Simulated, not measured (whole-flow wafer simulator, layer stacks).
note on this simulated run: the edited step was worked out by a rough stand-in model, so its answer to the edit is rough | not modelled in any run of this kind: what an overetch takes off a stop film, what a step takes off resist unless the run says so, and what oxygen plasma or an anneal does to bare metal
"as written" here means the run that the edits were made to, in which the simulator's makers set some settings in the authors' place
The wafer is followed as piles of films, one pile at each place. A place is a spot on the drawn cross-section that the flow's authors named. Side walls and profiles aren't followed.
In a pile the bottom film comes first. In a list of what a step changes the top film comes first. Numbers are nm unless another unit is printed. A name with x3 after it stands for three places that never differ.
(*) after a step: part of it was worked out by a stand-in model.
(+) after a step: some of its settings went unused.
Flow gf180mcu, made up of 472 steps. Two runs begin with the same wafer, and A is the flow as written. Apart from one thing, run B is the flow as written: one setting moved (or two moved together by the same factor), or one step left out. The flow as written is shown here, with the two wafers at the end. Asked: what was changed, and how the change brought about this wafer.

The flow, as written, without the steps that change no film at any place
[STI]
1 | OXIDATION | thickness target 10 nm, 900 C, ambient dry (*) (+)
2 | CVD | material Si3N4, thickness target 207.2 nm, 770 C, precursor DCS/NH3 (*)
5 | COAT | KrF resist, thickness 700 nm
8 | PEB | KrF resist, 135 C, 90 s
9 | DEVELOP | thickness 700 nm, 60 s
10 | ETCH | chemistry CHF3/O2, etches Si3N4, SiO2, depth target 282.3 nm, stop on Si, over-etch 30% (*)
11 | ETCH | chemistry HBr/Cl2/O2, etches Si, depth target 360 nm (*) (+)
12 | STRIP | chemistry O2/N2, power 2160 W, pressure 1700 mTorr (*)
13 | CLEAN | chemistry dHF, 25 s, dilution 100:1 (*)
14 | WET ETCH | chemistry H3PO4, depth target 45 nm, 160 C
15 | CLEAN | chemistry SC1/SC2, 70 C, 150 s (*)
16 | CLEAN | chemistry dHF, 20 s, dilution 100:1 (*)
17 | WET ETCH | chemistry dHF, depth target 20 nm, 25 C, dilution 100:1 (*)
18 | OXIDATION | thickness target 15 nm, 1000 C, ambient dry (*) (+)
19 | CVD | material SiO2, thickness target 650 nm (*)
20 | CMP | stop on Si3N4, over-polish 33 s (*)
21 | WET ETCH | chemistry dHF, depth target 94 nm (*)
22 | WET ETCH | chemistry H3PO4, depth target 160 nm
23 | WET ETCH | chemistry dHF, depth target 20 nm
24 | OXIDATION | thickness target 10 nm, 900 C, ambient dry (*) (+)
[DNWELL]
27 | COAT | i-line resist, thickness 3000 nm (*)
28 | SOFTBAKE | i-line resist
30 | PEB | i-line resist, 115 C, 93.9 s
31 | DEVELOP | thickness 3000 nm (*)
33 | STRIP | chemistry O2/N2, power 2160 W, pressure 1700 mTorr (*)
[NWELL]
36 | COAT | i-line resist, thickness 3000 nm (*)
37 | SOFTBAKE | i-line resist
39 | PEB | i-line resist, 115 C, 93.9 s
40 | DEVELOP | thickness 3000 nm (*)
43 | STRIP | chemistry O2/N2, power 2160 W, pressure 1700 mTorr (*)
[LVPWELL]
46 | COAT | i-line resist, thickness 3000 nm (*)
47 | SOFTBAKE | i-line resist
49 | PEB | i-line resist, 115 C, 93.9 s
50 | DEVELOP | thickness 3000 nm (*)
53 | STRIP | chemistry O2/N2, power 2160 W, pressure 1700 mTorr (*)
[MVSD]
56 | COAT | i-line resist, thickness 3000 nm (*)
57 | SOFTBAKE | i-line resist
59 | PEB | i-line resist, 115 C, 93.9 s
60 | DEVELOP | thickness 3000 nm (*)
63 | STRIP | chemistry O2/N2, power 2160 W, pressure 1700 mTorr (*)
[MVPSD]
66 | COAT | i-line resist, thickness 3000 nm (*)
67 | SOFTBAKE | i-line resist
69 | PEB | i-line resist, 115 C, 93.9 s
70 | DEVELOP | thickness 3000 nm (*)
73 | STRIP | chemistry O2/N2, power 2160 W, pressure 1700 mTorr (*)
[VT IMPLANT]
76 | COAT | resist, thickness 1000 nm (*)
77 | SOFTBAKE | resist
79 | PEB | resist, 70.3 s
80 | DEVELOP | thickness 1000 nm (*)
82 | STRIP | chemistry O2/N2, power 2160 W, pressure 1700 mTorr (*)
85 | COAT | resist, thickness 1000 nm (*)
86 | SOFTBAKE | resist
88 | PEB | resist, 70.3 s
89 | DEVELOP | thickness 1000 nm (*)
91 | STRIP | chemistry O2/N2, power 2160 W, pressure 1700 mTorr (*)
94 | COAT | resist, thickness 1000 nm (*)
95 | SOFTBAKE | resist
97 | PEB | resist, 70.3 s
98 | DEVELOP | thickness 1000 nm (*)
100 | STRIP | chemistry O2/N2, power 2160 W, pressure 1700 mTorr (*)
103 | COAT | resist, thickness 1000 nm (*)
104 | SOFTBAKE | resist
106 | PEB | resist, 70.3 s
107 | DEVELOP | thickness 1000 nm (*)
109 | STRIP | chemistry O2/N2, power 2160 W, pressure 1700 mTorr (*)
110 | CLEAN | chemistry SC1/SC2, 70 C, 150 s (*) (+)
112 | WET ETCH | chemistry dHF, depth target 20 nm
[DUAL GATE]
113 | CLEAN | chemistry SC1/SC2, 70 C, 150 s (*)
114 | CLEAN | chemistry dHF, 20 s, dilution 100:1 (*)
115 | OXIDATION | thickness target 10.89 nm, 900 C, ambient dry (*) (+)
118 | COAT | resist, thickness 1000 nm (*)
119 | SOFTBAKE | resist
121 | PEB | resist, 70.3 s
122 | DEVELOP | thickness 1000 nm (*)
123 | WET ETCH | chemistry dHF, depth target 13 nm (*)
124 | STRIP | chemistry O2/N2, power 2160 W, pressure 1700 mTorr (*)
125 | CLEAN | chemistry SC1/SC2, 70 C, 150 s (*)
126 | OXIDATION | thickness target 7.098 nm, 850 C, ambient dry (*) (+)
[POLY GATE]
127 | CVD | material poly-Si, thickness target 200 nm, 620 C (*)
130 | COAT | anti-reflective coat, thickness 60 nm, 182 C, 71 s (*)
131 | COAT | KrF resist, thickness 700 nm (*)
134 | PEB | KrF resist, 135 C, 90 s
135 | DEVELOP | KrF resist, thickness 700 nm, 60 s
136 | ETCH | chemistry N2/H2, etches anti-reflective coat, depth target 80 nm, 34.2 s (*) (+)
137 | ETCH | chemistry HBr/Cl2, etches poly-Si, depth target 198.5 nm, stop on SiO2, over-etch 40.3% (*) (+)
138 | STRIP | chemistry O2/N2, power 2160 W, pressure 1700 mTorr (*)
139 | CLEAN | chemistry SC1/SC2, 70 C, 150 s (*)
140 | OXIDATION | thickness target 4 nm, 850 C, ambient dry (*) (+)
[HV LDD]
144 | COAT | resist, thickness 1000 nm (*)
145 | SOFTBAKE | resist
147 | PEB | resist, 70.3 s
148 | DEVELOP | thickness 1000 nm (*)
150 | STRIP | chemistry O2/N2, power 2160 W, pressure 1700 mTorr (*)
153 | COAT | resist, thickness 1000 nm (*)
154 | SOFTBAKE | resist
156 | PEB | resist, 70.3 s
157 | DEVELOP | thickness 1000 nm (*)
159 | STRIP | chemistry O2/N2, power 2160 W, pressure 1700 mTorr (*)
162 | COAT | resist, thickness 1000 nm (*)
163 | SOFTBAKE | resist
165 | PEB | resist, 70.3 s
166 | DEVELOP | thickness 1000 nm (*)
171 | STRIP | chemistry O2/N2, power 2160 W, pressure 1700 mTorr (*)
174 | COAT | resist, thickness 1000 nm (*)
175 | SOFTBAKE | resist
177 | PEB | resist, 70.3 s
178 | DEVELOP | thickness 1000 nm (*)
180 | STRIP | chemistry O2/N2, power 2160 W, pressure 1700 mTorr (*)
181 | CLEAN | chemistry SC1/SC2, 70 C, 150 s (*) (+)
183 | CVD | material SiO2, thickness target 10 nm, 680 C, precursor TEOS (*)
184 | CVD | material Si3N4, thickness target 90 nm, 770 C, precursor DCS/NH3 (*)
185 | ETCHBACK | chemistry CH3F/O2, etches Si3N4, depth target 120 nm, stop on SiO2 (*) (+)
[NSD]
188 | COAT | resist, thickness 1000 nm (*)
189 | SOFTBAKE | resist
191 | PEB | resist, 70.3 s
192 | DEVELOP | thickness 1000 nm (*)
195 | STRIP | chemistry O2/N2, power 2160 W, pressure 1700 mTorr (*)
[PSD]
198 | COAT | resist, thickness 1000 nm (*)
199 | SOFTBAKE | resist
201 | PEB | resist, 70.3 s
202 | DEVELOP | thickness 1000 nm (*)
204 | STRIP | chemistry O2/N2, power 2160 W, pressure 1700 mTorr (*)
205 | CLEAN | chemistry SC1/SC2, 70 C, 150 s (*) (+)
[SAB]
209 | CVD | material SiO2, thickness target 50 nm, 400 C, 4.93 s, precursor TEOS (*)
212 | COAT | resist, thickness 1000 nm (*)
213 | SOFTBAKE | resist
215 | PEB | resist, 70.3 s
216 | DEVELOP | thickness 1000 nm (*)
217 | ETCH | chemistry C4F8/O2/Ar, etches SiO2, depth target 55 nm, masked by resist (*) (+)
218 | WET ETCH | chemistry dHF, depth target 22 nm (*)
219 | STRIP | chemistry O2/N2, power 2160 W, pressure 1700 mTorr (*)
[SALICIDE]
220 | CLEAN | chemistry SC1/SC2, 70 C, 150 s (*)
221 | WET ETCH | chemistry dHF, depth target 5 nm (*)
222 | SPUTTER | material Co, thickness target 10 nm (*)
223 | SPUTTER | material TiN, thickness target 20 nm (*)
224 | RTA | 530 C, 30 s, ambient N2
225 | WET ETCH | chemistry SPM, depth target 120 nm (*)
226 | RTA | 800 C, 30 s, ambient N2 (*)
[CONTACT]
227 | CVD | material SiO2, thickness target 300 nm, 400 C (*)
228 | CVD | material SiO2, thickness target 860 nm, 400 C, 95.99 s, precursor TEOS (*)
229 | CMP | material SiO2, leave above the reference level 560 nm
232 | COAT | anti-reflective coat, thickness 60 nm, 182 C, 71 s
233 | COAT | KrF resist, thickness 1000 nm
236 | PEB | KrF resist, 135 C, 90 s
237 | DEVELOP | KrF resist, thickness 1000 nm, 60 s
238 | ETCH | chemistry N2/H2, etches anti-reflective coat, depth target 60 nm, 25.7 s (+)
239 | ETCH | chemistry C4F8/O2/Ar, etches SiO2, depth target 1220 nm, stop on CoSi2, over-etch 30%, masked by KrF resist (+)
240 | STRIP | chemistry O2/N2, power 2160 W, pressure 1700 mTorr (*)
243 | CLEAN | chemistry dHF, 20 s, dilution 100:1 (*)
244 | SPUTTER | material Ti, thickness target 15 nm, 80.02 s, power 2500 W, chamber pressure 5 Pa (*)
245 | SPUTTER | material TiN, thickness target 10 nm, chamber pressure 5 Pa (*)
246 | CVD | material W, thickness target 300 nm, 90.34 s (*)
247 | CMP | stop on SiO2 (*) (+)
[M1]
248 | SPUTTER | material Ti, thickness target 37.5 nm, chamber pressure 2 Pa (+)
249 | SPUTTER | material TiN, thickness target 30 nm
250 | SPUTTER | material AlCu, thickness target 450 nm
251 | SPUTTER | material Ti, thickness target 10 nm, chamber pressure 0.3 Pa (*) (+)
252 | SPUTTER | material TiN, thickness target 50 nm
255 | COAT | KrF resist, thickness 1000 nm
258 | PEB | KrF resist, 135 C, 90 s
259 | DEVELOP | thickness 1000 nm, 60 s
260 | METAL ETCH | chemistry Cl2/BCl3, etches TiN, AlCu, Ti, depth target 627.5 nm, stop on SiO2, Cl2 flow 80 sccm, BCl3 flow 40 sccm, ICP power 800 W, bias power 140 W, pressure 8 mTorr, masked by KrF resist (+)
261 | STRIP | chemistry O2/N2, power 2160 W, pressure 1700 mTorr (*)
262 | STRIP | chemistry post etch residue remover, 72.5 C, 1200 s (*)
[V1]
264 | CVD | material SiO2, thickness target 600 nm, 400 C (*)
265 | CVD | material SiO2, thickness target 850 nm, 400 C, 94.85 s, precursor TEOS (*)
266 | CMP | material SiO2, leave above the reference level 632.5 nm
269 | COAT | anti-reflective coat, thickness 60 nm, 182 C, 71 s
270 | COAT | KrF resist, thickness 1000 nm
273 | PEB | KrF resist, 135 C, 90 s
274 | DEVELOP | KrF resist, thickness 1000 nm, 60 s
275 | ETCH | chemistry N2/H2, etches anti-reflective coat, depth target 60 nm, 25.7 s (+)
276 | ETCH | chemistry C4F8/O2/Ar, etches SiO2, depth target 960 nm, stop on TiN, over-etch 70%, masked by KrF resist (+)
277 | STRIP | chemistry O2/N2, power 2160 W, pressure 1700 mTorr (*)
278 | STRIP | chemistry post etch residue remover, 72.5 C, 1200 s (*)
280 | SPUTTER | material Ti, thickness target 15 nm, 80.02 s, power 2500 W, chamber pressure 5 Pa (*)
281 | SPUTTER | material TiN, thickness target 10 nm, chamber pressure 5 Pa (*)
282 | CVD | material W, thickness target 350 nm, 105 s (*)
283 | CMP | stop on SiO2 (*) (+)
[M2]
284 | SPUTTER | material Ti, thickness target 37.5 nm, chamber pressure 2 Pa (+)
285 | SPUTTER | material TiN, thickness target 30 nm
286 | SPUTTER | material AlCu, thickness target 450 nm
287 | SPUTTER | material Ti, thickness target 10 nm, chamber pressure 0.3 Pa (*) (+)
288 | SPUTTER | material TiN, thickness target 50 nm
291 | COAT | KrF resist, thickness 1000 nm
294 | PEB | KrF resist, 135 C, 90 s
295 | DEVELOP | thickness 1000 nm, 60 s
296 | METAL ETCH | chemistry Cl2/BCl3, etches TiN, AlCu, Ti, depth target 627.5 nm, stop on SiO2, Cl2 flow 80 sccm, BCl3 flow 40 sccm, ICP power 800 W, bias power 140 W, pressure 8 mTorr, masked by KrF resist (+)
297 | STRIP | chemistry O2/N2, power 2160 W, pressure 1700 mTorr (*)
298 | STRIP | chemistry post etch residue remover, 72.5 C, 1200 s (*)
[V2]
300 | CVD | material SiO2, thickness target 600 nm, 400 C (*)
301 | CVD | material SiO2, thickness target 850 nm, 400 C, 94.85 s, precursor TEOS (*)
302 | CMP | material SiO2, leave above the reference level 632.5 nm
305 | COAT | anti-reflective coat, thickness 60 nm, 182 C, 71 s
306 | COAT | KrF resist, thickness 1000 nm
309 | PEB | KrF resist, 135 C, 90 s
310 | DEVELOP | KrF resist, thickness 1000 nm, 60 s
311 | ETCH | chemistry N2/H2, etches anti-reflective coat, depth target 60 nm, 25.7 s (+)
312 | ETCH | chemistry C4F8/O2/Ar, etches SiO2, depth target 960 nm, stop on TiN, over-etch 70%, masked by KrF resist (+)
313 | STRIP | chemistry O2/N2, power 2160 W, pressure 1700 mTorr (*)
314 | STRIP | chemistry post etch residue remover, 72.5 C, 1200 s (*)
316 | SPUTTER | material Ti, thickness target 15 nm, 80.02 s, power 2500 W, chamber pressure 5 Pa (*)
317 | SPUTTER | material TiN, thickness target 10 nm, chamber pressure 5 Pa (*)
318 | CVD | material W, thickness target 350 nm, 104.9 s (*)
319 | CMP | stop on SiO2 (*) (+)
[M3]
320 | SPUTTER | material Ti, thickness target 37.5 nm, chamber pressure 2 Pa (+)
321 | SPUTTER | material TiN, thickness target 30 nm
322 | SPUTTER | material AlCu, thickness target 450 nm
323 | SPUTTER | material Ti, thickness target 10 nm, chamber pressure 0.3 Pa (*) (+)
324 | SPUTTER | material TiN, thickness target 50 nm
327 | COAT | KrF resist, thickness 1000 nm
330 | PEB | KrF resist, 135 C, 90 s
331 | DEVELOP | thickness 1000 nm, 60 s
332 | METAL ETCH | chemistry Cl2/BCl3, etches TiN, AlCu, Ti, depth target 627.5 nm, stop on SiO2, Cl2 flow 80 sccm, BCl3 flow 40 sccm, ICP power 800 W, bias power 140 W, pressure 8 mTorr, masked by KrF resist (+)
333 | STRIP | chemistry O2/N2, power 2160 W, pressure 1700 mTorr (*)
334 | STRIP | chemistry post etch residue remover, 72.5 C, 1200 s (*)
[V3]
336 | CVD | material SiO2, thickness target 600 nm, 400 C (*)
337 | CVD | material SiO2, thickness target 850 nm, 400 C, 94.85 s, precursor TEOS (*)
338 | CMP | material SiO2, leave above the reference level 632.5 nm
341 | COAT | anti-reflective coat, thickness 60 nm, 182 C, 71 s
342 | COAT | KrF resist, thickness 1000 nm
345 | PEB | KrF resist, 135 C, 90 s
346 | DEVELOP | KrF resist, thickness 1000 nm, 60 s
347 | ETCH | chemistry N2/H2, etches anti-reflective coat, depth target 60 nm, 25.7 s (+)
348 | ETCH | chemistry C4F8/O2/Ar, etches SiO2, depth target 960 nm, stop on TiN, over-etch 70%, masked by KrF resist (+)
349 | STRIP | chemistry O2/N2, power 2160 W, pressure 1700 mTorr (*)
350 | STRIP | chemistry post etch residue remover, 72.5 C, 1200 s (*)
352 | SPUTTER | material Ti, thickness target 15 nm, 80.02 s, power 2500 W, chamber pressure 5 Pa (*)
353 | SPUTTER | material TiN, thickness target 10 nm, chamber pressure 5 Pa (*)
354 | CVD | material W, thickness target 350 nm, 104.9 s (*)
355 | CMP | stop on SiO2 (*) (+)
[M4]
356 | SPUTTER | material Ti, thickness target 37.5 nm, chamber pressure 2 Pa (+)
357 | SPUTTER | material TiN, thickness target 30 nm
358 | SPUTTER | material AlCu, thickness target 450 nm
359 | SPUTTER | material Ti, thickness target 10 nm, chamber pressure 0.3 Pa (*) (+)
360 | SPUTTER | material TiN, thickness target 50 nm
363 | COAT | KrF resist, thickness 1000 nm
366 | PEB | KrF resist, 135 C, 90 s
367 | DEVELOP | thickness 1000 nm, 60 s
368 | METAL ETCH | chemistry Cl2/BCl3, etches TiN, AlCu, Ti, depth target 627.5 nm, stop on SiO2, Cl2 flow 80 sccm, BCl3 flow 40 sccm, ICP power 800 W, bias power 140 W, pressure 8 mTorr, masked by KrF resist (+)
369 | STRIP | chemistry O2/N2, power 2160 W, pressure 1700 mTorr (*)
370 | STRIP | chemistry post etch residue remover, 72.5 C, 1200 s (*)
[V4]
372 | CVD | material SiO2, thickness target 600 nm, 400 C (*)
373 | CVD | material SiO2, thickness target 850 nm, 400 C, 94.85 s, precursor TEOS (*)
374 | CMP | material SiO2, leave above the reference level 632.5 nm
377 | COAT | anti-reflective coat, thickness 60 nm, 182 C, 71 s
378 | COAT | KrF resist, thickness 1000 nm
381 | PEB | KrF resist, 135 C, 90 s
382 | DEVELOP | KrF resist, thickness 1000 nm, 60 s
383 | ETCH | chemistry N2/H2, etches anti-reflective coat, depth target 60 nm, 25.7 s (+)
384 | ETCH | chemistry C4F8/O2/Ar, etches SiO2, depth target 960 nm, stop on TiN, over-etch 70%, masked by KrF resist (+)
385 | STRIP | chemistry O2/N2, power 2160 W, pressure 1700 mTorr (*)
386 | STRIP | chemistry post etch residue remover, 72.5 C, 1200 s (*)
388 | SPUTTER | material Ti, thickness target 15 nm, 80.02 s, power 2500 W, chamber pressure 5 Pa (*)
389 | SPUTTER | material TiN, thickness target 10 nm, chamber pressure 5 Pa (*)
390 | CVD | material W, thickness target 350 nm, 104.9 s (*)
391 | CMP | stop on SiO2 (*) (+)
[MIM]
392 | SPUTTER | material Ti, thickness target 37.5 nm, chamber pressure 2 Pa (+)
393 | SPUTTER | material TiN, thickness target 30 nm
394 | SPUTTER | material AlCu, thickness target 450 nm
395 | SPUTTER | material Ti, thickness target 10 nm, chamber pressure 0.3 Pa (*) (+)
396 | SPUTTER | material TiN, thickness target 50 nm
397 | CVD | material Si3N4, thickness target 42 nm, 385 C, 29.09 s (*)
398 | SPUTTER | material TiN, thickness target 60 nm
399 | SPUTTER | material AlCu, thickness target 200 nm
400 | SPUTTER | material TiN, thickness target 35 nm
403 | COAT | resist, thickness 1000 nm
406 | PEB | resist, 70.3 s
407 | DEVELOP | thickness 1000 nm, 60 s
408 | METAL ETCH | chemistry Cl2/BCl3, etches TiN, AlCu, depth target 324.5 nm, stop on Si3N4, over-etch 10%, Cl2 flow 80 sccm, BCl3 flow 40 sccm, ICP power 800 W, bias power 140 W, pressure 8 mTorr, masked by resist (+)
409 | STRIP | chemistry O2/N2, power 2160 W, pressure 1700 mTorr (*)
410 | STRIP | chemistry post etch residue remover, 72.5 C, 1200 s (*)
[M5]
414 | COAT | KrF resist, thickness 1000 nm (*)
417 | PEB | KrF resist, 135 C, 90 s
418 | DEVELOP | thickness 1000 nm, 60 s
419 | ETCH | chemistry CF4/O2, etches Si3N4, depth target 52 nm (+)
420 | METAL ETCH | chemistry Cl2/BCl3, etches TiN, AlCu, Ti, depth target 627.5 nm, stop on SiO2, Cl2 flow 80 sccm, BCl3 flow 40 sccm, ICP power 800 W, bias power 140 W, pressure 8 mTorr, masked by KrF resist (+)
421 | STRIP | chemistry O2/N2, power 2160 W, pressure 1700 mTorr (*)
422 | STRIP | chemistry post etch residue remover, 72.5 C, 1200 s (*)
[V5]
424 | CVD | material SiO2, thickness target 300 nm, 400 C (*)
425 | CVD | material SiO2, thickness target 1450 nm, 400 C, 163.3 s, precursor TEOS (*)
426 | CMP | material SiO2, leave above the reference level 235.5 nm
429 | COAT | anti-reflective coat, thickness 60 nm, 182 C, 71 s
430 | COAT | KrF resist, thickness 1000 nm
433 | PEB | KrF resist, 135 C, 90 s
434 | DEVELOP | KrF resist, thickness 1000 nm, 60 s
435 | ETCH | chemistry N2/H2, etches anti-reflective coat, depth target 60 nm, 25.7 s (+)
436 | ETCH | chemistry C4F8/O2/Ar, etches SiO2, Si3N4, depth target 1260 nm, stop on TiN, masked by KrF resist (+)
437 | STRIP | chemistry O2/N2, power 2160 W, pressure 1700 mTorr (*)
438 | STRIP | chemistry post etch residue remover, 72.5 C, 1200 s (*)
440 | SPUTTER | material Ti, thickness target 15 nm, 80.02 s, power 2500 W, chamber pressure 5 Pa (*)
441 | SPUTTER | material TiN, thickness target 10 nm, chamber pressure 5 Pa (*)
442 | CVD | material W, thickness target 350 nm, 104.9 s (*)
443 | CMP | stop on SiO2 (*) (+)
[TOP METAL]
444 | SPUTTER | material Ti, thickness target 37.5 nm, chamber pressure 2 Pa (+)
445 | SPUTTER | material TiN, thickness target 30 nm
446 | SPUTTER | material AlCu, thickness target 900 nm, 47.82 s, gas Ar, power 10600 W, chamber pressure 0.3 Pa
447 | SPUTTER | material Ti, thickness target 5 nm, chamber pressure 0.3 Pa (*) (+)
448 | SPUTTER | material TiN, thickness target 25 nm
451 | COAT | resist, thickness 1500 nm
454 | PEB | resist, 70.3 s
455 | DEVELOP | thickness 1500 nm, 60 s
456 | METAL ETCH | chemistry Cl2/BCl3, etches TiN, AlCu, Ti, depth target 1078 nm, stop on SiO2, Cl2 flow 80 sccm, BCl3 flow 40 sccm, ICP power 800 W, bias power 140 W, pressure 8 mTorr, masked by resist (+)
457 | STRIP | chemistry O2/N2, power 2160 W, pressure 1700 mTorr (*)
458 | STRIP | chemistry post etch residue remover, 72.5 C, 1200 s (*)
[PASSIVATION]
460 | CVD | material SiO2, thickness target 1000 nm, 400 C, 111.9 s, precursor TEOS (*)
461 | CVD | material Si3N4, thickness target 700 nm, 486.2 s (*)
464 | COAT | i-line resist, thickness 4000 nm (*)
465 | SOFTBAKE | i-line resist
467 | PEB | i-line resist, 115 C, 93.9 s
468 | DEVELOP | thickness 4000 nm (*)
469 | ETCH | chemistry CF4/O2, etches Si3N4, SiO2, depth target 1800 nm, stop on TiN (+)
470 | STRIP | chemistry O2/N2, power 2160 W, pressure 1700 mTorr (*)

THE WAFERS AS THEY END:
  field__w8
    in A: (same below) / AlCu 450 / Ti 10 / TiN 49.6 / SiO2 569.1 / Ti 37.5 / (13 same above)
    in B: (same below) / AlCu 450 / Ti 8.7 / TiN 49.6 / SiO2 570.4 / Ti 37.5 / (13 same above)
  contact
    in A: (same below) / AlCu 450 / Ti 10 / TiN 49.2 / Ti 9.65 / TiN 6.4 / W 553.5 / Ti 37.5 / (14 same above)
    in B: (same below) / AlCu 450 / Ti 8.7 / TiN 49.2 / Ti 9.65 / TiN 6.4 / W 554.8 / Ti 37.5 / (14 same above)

The reason: step 359, SPUTTER: thickness target 8.7 nm was run, while the flow as written has thickness target 10 nm.
The wafer lets one read it off: field__w8 has Ti 8.7, and step 359 as written asks for 10 nm.

Step by step, how the change led to this:
  359 | SPUTTER | material Ti, thickness target 10 nm, chamber pressure 0.3 Pa (*) (+)
      field, field__w1, field__w2 and 108 more: A Ti gains 10 (new film) | B Ti gains 8.7 (new film)
  368 | METAL ETCH | chemistry Cl2/BCl3, etches TiN, AlCu, Ti, depth target 627.5 nm, stop on SiO2, Cl2 flow 80 sccm, BCl3 flow 40 sccm, ICP power 800 W, bias power 140 W, pressure 8 mTorr, masked by KrF resist (+)
      field, field__w1, field__w2 and 103 more: A TiN loses 50 (all of it), Ti loses 10 (all of it), AlCu loses 450 (all of it), TiN loses 30 (all of it), Ti loses 37.5 (all of it) | B TiN loses 50 (all of it), Ti loses 8.7 (all of it), AlCu loses 450 (all of it), TiN loses 30 (all of it), Ti loses 37.5 (all of it)
